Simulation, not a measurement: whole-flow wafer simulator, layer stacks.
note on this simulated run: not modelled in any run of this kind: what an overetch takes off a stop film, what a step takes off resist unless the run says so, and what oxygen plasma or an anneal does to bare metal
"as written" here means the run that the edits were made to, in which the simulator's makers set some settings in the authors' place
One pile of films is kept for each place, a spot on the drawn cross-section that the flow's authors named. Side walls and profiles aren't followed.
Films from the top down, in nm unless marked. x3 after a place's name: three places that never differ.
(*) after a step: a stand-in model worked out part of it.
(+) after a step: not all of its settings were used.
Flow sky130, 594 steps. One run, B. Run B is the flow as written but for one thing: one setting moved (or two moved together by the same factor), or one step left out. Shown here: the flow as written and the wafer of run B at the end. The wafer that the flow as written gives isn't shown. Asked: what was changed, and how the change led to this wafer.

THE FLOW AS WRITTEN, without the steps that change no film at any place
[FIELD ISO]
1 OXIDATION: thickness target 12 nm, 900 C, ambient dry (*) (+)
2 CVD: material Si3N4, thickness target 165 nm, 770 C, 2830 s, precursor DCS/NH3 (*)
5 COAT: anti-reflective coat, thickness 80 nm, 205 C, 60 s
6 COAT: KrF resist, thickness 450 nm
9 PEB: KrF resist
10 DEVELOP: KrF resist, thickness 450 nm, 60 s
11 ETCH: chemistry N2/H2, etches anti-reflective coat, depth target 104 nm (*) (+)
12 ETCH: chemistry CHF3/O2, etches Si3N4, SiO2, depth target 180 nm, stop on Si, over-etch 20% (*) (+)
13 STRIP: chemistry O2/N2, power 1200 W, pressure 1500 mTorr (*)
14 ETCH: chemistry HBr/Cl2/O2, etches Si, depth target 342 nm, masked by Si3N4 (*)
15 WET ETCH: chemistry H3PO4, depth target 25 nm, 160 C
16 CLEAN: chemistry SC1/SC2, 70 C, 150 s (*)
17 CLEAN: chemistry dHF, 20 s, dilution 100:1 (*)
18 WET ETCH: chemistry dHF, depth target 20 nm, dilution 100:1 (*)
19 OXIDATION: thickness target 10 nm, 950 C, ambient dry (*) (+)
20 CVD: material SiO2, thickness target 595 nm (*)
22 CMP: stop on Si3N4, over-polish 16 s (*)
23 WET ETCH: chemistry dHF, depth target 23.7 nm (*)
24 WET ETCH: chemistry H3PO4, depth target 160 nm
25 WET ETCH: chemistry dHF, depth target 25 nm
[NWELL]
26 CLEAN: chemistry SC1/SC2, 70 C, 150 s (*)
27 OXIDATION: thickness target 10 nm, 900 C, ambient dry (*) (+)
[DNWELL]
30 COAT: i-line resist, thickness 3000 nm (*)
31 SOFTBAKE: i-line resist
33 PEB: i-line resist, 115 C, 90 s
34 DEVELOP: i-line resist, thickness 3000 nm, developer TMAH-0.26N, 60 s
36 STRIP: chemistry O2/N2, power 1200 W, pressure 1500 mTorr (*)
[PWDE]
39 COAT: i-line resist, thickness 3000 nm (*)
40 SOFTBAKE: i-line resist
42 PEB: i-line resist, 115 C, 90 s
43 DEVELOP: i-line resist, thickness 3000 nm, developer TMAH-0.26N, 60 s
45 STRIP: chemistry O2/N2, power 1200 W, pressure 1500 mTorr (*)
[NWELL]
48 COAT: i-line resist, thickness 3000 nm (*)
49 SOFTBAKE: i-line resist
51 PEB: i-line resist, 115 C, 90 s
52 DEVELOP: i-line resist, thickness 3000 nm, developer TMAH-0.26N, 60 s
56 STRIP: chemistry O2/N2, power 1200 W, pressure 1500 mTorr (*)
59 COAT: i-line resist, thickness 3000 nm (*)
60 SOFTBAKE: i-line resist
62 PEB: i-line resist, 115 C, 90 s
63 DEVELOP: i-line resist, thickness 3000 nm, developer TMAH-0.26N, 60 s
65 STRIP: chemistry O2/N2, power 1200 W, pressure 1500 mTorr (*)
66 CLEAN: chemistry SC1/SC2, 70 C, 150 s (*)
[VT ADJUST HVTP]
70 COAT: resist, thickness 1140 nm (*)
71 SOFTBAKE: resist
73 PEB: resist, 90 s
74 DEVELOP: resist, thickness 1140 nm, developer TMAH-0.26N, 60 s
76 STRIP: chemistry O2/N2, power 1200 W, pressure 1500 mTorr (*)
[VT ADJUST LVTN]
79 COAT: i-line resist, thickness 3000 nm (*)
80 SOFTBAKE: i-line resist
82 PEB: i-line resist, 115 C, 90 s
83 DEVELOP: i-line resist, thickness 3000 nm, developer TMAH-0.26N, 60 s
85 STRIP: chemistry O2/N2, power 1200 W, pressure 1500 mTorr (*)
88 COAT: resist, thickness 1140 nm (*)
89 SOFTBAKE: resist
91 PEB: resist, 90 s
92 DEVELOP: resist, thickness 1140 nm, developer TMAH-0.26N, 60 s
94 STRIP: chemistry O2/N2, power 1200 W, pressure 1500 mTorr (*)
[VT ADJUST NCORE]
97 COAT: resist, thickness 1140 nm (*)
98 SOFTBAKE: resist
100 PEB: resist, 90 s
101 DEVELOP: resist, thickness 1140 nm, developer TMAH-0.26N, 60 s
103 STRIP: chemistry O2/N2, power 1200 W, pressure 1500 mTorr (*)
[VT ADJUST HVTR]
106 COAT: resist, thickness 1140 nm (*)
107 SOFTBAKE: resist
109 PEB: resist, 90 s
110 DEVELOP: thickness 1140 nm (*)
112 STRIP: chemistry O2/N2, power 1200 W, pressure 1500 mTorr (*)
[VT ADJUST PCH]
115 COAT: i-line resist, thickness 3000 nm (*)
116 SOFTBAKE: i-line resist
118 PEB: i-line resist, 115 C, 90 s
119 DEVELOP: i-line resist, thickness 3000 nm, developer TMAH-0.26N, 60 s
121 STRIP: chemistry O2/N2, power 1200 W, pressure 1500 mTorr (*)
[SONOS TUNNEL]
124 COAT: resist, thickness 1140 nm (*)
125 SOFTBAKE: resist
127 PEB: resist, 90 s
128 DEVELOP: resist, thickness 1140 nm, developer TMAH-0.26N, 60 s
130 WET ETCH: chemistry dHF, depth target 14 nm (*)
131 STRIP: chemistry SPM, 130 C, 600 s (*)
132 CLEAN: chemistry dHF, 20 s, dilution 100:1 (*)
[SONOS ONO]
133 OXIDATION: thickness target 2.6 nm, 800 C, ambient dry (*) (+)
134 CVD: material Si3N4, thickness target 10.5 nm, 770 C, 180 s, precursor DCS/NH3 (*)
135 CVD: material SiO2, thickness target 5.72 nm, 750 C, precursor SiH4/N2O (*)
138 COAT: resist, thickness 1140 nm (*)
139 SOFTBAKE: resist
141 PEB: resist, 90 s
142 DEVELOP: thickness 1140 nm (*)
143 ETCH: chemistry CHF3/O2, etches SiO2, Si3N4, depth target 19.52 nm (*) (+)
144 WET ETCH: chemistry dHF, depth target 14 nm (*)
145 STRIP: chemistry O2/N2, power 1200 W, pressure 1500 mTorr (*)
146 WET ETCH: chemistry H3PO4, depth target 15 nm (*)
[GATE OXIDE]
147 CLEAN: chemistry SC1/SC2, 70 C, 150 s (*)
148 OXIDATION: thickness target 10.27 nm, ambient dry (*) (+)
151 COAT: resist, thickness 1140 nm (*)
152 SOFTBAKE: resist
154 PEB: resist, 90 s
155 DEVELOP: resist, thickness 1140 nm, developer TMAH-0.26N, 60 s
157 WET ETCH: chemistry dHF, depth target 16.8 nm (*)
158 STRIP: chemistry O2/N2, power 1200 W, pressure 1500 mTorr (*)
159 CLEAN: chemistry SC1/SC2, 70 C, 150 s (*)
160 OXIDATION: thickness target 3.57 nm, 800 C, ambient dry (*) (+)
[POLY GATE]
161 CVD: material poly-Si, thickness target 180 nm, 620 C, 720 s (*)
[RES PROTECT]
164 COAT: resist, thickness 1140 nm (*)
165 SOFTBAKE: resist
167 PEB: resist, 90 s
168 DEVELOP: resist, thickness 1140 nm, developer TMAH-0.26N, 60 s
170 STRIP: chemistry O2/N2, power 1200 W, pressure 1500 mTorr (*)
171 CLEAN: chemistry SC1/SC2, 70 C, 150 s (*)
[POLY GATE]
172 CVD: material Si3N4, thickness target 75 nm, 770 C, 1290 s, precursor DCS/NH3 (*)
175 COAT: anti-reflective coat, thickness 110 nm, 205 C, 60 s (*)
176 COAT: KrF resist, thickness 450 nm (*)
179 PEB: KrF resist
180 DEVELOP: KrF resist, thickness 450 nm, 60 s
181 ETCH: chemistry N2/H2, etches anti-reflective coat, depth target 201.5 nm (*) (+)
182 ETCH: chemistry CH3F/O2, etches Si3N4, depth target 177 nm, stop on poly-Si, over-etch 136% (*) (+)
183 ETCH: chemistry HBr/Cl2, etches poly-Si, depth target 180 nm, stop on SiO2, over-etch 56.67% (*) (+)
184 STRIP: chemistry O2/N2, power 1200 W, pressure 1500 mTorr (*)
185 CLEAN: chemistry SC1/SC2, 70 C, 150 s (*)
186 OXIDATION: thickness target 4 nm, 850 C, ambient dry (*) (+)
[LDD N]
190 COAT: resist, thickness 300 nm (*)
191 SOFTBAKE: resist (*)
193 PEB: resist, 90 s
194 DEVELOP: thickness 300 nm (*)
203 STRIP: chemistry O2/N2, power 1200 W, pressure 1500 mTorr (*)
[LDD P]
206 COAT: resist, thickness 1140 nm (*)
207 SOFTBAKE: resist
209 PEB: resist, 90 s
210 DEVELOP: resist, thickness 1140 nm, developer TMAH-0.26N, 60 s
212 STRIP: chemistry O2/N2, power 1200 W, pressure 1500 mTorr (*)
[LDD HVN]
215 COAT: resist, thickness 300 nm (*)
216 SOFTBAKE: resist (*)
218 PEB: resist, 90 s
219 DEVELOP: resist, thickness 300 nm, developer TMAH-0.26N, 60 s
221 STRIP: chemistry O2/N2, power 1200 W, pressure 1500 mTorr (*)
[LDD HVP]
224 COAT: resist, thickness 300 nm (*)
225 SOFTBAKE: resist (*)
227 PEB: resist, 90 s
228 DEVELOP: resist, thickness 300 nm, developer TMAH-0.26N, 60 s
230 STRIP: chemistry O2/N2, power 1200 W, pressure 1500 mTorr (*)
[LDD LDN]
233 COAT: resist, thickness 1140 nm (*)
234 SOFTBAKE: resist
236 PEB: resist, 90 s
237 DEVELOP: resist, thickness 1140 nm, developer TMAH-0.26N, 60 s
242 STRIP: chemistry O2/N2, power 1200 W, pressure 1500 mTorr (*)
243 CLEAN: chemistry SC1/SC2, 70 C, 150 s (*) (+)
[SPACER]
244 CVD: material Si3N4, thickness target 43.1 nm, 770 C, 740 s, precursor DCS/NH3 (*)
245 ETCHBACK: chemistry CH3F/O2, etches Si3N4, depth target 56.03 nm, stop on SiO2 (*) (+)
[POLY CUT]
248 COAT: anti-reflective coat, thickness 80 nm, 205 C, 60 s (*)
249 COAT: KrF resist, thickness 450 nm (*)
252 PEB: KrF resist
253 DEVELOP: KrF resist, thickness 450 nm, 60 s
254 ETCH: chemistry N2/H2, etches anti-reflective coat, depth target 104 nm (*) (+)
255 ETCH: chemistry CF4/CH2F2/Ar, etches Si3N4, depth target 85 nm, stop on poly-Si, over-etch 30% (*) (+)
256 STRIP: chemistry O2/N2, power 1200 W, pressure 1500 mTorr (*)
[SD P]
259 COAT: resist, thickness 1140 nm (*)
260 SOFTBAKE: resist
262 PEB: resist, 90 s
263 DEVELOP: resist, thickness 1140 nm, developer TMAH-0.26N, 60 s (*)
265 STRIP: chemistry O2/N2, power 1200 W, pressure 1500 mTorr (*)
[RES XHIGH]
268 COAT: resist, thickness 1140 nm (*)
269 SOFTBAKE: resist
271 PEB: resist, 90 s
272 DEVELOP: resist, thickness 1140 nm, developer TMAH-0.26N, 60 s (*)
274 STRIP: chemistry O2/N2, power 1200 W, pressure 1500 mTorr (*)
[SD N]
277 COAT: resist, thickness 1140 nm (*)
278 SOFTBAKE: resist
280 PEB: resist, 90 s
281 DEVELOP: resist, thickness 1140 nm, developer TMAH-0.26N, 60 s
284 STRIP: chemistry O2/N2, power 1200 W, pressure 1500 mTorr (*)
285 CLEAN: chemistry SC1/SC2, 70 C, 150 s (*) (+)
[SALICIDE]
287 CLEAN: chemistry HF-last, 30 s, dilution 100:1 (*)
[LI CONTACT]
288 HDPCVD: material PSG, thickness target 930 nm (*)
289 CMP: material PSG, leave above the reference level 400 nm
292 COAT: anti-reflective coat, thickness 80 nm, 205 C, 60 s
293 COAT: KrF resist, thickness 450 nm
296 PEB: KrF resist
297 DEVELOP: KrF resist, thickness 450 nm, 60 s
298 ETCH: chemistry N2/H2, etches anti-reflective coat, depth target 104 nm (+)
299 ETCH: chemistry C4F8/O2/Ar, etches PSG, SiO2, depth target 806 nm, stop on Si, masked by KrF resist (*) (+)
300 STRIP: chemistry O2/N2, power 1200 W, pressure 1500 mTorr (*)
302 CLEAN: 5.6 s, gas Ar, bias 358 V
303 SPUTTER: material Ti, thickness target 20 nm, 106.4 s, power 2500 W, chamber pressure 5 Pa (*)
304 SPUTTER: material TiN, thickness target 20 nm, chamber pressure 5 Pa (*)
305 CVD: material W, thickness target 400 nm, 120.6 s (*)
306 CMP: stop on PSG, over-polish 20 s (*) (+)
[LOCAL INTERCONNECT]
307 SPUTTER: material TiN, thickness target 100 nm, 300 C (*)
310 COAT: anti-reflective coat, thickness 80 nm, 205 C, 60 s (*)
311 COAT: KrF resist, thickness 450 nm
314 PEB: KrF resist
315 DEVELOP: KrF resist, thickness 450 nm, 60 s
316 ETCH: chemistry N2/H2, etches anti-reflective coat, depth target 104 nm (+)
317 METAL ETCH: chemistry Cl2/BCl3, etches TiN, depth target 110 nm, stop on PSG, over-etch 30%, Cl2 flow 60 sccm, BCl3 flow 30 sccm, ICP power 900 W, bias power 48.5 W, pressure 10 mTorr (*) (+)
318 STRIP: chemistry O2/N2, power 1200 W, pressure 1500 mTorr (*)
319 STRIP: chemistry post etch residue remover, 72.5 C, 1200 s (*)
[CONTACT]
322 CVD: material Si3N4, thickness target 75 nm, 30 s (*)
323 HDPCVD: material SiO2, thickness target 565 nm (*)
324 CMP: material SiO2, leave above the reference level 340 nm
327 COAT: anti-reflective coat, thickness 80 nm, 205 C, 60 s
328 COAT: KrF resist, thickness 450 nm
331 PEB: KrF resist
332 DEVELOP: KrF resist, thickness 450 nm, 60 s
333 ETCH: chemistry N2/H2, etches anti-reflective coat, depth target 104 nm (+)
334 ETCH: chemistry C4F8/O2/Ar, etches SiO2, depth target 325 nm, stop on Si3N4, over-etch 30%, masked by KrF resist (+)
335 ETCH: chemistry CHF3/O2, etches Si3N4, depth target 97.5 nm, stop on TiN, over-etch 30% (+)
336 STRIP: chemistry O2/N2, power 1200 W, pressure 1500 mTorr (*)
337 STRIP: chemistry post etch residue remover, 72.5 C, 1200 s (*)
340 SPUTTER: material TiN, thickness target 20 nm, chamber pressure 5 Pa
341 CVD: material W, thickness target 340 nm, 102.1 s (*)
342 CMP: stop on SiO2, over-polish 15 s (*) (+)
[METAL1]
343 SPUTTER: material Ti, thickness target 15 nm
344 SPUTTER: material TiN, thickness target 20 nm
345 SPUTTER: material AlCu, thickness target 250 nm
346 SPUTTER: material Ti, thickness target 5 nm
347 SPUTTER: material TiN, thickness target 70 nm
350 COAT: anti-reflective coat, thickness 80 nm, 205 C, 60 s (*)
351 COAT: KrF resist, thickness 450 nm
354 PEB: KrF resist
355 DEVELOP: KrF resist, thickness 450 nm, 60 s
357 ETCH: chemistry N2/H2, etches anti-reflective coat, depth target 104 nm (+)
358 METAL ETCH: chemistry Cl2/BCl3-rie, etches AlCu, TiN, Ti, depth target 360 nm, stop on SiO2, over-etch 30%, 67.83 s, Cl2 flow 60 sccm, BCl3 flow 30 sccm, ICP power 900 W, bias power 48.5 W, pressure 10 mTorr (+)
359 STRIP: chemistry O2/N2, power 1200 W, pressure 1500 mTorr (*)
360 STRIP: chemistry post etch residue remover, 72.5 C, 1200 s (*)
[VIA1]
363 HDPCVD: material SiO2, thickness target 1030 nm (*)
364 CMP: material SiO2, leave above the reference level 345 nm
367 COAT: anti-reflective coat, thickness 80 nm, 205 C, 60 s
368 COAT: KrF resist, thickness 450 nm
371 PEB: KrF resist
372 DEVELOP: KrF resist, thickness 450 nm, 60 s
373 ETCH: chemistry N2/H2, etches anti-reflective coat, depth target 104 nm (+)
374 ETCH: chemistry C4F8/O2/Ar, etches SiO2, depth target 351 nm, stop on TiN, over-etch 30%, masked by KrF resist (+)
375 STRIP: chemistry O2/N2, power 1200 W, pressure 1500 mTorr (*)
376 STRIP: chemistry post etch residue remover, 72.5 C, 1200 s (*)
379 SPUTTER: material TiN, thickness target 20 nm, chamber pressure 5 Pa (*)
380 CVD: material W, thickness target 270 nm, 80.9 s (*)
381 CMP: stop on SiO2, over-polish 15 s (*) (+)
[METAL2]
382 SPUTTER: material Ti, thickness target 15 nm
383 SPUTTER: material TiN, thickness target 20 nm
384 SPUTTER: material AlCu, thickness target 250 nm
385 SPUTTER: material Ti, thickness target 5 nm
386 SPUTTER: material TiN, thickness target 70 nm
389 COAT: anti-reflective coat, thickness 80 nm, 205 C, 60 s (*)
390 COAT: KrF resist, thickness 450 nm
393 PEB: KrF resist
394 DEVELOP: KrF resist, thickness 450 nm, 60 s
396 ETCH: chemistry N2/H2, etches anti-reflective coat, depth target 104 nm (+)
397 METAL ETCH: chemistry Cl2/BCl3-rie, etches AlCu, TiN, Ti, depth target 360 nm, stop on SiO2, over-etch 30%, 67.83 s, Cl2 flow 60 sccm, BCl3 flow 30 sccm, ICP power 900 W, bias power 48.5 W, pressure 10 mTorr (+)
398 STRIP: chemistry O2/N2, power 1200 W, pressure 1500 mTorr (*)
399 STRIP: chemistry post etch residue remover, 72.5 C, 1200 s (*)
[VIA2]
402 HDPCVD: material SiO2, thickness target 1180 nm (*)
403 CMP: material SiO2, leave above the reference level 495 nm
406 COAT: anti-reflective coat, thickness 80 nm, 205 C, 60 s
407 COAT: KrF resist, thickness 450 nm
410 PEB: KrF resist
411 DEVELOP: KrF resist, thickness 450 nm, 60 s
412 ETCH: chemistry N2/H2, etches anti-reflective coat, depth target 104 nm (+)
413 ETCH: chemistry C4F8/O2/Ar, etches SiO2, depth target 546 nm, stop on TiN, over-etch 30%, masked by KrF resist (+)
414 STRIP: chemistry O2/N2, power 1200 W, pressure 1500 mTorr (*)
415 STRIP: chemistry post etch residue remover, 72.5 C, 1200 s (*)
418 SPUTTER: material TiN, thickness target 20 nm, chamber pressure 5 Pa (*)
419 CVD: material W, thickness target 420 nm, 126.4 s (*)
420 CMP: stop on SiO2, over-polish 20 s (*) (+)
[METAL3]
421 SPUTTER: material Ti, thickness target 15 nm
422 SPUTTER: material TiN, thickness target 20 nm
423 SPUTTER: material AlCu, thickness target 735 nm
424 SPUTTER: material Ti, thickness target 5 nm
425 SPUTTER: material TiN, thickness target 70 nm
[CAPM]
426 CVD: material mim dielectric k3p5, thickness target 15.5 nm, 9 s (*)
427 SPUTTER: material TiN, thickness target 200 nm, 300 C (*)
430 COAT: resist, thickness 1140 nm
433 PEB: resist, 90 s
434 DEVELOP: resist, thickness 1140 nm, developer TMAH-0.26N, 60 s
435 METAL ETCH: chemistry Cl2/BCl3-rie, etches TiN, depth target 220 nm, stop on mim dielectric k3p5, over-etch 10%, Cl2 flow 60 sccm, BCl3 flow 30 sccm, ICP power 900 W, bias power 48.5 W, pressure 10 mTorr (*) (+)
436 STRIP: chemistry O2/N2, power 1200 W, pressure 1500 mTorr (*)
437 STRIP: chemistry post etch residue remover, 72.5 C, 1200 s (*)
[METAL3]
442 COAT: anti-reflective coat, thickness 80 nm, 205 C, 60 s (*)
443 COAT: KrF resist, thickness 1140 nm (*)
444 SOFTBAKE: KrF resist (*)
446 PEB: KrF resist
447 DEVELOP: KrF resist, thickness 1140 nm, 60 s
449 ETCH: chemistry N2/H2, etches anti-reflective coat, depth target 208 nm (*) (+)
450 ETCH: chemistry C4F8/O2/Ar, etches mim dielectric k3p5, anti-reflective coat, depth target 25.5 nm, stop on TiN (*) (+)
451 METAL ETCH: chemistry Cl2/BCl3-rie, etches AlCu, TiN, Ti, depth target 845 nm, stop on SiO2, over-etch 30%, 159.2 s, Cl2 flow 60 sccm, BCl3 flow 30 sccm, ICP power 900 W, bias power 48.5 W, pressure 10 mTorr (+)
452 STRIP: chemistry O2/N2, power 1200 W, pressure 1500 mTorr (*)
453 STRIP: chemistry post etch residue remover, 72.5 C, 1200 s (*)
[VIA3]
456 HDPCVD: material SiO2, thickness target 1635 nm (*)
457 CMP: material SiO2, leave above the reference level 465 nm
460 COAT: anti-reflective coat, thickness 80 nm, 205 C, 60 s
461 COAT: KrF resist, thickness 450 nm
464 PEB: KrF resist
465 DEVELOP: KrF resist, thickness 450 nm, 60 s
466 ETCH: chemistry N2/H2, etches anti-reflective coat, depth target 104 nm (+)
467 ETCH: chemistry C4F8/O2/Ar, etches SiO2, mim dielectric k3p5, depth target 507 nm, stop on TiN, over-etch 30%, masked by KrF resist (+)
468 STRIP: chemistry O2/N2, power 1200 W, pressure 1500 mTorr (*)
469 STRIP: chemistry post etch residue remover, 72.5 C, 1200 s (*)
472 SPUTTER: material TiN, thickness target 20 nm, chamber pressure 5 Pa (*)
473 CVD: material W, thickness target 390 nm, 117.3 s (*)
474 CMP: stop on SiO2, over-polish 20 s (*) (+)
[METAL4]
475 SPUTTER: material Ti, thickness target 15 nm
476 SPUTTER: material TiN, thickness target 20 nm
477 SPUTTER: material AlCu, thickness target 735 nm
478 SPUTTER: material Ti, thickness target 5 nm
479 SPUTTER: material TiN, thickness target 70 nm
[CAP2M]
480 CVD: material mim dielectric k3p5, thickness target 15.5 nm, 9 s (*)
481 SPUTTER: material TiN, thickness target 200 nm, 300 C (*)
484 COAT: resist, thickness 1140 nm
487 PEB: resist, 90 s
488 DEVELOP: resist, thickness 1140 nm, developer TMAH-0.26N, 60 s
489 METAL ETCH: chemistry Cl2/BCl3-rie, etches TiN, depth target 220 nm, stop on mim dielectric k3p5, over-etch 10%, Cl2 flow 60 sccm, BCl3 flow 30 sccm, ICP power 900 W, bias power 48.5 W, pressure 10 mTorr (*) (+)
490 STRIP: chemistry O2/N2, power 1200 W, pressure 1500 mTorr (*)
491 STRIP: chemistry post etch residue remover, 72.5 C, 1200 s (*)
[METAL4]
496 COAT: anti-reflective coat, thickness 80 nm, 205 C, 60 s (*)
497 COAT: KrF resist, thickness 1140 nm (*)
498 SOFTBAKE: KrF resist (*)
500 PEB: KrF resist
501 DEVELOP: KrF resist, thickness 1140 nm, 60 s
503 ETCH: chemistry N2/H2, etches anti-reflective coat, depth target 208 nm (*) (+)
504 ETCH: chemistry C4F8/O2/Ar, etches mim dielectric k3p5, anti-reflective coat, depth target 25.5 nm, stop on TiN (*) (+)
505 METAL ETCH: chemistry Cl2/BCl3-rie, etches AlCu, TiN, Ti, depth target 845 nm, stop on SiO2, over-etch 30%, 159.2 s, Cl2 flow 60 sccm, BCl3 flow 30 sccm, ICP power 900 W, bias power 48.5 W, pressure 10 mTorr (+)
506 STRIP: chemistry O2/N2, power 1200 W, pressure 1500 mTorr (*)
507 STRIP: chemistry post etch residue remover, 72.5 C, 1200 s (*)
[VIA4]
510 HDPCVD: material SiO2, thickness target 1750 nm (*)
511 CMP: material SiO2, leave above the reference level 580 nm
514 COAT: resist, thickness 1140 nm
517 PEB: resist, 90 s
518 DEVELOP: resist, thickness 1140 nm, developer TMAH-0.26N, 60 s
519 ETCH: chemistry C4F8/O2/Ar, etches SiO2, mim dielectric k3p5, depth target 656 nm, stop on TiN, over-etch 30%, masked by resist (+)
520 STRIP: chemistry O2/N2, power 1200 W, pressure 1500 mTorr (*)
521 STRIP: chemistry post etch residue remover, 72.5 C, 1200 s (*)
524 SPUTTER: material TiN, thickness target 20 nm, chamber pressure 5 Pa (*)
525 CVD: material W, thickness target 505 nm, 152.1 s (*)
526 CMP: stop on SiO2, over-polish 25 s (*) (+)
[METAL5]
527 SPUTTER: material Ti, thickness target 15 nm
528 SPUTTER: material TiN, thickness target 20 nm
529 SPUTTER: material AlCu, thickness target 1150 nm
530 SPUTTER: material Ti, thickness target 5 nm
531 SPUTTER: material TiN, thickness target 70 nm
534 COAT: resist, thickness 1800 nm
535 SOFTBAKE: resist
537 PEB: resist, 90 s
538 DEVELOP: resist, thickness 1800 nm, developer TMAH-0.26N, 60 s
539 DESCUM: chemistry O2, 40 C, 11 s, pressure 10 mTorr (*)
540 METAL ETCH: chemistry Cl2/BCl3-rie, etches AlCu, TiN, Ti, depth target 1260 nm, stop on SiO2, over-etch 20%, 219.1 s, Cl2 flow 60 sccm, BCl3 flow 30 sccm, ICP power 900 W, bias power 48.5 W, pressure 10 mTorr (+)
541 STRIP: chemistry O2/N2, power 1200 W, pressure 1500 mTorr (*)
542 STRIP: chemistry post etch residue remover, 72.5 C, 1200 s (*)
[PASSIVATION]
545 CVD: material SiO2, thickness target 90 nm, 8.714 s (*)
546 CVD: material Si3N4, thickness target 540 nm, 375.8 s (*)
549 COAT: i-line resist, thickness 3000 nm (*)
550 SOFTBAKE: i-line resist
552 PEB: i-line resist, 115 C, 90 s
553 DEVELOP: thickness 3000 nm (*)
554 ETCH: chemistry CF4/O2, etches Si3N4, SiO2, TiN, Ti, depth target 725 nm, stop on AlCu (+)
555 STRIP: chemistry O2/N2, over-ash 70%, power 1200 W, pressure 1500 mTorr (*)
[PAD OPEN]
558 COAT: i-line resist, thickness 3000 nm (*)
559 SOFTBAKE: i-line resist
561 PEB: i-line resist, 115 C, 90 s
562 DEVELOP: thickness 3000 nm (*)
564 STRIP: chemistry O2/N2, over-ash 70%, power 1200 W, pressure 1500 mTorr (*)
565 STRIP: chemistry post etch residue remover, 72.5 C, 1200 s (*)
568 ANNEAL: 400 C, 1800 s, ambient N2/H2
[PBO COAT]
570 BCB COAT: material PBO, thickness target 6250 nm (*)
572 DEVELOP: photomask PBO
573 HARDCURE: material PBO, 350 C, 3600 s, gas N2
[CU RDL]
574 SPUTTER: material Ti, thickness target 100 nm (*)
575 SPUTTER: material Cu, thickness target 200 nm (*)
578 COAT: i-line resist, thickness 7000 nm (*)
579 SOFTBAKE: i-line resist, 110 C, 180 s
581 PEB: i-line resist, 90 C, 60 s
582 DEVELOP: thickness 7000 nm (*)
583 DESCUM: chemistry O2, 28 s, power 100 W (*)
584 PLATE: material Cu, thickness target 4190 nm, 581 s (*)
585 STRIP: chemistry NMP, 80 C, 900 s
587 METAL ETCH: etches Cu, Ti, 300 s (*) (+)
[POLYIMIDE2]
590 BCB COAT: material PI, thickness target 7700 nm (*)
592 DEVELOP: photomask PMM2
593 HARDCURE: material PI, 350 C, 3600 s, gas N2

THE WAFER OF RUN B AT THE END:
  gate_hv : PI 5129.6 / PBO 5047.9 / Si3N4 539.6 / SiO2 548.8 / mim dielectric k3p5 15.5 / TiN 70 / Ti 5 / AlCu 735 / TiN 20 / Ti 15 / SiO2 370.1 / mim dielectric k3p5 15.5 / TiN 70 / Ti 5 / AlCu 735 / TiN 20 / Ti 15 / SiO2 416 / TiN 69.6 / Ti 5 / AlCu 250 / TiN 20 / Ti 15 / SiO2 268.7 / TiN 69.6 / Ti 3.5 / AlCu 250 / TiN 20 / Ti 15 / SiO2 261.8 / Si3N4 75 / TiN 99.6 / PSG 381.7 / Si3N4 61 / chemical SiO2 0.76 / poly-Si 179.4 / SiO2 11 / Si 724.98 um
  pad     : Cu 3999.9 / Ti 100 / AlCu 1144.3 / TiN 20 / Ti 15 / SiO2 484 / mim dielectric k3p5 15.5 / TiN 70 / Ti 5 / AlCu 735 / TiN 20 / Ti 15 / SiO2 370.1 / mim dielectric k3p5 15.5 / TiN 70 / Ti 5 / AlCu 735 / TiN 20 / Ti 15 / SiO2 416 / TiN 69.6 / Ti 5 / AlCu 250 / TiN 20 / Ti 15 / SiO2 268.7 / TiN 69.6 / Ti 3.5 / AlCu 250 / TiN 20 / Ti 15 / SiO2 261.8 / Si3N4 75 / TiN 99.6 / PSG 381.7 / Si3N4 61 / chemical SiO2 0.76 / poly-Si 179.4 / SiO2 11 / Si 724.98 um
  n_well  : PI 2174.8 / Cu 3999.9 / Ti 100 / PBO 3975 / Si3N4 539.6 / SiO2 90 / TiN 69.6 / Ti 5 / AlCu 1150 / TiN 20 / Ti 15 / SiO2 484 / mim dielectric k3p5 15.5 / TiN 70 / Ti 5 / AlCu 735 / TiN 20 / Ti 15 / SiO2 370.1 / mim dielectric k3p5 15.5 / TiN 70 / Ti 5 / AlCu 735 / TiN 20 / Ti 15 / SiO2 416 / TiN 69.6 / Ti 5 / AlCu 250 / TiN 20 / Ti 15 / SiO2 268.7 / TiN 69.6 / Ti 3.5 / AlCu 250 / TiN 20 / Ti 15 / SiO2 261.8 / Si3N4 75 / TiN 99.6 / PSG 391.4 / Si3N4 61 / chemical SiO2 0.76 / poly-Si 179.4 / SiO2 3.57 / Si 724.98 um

The cause: step 346, SPUTTER: thickness target 3.5 nm was run, where the flow has thickness target 5 nm.
It can be read off the wafer: gate_hv has Ti 3.5, and step 346 as written asks for 5 nm.

How the change led to this, step by step:
  346 SPUTTER: material Ti, thickness target 5 nm
      field, active, n_well and 188 more: Ti +3.5 (new film) (as written it would be: Ti +5 (new film))
  358 METAL ETCH: chemistry Cl2/BCl3-rie, etches AlCu, TiN, Ti, depth target 360 nm, stop on SiO2, over-etch 30%, 67.83 s, Cl2 flow 60 sccm, BCl3 flow 30 sccm, ICP power 900 W, bias power 48.5 W, pressure 10 mTorr (+)
      field, active, gate and 81 more: TiN -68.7 (all of it), Ti -3.5 (all of it), AlCu -250 (all of it), TiN -20 (all of it), Ti -15 (all of it), SiO2 -11.1 (as written it would be: TiN -68.7 (all of it), Ti -5 (all of it), AlCu -250 (all of it), TiN -20 (all of it), Ti -15 (all of it), SiO2 -10.9)
